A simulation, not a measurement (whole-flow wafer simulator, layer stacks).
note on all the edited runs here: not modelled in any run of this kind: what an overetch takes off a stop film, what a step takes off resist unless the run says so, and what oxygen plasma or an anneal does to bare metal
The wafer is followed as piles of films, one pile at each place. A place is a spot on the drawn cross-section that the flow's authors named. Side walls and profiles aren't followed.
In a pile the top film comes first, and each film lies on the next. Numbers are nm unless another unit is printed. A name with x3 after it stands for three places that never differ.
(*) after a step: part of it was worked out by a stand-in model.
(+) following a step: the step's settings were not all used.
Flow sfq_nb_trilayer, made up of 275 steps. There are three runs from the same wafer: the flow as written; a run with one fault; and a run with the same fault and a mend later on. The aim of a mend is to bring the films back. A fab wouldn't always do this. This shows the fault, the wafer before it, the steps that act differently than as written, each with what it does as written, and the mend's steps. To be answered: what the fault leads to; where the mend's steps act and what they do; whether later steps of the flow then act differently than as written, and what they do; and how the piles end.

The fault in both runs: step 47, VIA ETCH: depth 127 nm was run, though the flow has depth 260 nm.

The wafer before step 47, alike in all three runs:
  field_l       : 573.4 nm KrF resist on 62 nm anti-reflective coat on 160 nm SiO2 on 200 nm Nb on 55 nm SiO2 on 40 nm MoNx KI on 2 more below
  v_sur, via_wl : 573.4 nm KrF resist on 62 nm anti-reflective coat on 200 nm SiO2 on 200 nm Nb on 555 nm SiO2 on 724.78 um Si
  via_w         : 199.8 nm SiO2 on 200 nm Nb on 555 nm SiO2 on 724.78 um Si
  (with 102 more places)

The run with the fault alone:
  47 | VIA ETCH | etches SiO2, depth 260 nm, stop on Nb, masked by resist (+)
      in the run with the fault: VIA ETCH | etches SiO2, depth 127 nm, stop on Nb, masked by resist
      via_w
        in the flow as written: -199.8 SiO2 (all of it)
        in the run with the fault: -127 SiO2
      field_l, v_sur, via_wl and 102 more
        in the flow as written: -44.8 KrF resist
        in the run with the fault: -21.9 KrF resist
  Steps later in the flow that act otherwise than as written (not shown: 3 more steps that differ only slightly, by at most 2% or 0.5 nm, whichever is larger):
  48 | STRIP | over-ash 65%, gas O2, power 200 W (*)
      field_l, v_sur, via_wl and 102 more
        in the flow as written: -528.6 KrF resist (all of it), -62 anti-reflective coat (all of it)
        in the run with the fault: -551.5 KrF resist (all of it), -62 anti-reflective coat (all of it)
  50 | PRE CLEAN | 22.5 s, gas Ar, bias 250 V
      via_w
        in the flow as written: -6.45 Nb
        in the run with the fault: -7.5 SiO2
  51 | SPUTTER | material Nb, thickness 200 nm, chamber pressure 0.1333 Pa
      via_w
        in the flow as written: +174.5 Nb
        in the run with the fault: +188.9 Nb (new film)
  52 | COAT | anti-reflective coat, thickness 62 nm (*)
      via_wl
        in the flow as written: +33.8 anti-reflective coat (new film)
        in the run with the fault: +37.3 anti-reflective coat (new film)
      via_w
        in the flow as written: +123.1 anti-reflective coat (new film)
        in the run with the fault: +107.1 anti-reflective coat (new film)
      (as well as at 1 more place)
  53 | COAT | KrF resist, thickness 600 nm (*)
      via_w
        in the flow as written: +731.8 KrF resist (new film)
        in the run with the fault: +673.3 KrF resist (new film)
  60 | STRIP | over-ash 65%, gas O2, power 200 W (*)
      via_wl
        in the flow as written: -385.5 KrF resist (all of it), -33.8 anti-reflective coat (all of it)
        in the run with the fault: -391 KrF resist (all of it), -37.3 anti-reflective coat (all of it)
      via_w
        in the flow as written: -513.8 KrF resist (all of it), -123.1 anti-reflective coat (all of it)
        in the run with the fault: -455.5 KrF resist (all of it), -107.1 anti-reflective coat (all of it)
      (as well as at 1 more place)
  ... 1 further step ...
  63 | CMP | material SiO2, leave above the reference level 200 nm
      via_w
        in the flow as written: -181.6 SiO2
        in the run with the fault: -161.8 SiO2
  At via_w, the piles at the end differ from the flow's by more than 2% or 0.5 nm, whichever is larger.
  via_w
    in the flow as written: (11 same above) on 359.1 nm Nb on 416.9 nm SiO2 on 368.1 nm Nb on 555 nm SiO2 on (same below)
    in the run with the fault: (11 same above) on 359.1 nm Nb on 330.7 nm SiO2 on 188.9 nm Nb on 65.3 nm SiO2 on 200 nm Nb on 555 nm SiO2 on (same below)

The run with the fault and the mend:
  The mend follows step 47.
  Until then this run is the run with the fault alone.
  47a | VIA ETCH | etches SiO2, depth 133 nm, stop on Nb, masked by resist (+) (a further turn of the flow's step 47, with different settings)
      field_l, v_sur, via_wl and 102 more
        -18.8 KrF resist
      via_w
        -72.8 SiO2 (all of it)
  None of the later steps of the flow differs from how it acts as written, at any place that is followed, by more than 2% or 0.5 nm, whichever is larger.
  The piles end the same as the flow's at every place that both follow.
